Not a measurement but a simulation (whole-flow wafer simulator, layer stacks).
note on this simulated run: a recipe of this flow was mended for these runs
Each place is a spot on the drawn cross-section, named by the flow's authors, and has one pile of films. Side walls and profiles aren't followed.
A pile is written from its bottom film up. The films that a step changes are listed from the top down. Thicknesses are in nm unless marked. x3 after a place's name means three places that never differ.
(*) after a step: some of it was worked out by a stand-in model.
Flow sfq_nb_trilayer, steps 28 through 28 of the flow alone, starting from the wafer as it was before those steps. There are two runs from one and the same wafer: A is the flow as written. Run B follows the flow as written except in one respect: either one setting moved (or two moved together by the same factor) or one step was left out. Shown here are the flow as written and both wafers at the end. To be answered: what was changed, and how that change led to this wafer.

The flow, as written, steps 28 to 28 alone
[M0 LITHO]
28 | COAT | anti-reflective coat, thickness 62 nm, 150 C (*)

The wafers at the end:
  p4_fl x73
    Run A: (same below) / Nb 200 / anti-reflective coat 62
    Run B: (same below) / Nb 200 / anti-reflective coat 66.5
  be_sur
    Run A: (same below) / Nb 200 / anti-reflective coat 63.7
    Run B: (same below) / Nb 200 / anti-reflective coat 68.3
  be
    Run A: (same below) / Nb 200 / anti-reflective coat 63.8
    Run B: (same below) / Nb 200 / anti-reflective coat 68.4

Cause: step 28, COAT: thickness 66.5 nm was run, whereas the flow has thickness 62 nm.
The wafer lets one read it off: p4_fl x73 has anti-reflective coat 66.5, and step 28 as written asks for 62 nm.

Step by step, how the change led to this:
  28 | COAT | anti-reflective coat, thickness 62 nm, 150 C (*)
      p4_fl x73: A anti-reflective coat gains 62 (new film) | B anti-reflective coat gains 66.5 (new film)
      be_sur, gap, jj_sur and 8 more: A anti-reflective coat gains 63.7 (new film) | B anti-reflective coat gains 68.3 (new film)
      (also at 22 further places)
